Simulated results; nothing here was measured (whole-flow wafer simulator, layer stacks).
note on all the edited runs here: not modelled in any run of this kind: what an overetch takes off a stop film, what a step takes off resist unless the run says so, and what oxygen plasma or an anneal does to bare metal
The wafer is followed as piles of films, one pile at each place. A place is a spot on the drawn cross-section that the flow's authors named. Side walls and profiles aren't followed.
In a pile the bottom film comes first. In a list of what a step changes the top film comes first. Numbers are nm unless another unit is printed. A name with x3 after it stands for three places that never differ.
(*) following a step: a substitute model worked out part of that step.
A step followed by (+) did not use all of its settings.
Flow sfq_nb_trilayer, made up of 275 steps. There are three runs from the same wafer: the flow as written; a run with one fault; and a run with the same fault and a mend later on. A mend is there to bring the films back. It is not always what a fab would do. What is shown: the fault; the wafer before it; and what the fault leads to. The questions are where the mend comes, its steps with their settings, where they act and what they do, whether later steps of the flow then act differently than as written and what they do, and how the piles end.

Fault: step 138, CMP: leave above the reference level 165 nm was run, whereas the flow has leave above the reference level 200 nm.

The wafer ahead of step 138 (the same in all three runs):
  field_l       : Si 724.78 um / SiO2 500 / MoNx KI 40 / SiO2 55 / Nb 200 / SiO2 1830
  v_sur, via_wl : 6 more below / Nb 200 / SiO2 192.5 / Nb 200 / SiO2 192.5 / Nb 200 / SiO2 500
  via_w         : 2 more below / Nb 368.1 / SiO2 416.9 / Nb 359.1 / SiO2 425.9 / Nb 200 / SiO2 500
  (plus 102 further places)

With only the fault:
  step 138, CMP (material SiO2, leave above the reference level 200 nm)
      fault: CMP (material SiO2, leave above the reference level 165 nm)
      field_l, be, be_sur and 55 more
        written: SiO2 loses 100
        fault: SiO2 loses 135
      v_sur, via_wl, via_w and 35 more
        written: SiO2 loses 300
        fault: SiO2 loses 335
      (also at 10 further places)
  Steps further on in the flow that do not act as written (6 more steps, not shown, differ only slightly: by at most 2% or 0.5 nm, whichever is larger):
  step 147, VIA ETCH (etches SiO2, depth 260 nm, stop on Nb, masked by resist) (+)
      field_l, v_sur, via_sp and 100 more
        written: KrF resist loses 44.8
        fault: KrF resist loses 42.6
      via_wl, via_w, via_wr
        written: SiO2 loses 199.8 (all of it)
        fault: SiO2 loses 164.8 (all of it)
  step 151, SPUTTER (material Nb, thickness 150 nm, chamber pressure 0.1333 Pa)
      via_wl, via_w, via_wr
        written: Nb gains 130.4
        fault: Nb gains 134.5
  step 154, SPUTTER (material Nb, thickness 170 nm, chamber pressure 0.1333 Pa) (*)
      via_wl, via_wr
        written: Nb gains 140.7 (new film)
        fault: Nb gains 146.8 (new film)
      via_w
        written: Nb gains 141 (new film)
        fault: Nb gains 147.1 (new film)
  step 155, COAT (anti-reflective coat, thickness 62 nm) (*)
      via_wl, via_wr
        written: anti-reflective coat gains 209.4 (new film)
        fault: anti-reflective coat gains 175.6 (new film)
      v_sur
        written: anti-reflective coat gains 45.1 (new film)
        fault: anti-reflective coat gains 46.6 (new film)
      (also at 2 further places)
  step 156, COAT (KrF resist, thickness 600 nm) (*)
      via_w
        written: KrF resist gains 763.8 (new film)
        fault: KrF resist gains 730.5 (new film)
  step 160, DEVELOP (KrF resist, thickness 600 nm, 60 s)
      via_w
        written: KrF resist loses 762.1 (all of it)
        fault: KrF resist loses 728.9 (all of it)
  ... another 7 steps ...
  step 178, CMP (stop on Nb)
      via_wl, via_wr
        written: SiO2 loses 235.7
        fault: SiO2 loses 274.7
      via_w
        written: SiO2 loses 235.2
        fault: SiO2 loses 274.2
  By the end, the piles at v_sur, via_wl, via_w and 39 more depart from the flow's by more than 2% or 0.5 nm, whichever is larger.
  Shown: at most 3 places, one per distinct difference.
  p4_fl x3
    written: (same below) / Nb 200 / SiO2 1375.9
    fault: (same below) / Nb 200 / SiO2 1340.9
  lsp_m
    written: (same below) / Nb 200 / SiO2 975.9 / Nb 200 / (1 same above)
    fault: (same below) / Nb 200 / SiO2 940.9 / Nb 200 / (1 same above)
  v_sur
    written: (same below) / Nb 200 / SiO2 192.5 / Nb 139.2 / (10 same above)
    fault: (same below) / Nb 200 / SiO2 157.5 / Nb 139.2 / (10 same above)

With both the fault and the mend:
  The mend follows step 145.
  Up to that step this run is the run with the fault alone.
  step 145a, STRIP (over-ash 65%, gas O2, power 200 W) (*)
      field_l, v_sur, via_sp and 100 more
        KrF resist loses 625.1 (all of it), anti-reflective coat loses 62 (all of it)
      via_wl, via_w, via_wr
        anti-reflective coat loses 62 (all of it)
  step 145b, PECVD (material SiO2, thickness 35 nm, 150 C, 7.778 s, RF power 183.3 W, pressure 2.4 Torr, precursor SiH4/N2O) (a further turn of the flow's step 137, with different settings)
      field_l, v_sur, via_wl and 103 more
        SiO2 gains 35
  step 145c, COAT (anti-reflective coat, thickness 62 nm) (a further turn of the flow's step 140)
      field_l, v_sur, via_wl and 103 more
        anti-reflective coat gains 62 (new film)
  step 145d, COAT (KrF resist, thickness 650 nm) (a further turn of the flow's step 141)
      field_l, v_sur, via_wl and 103 more
        KrF resist gains 650 (new film)
  step 145e, SOFTBAKE (KrF resist) (a further turn of the flow's step 142)
      does not change any film at any place that is followed
  step 145f, EXPOSE (photomask I4, dose 11.93 mJ/cm2, NA 0.6, wavelength 248 nm) (*) (a further turn of the flow's step 143)
      does not change any film at any place that is followed
  step 145g, PEB (KrF resist, 90 s) (a further turn of the flow's step 144)
      field_l, v_sur, via_wl and 103 more
        KrF resist loses 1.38
  step 145h, DEVELOP (KrF resist, thickness 650 nm, 60 s) (a further turn of the flow's step 145)
      field_l, v_sur, via_sp and 100 more
        KrF resist loses 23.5
      via_wl, via_w, via_wr
        KrF resist loses 648.6 (all of it)
  Later steps of the flow that are run all act as written at every place that is followed, up to a difference of at most 2% or 0.5 nm, whichever is larger.
  When the end is reached, the piles differ only a little from the flow's at the places that both follow, at most by 2% or 0.5 nm, whichever is larger.
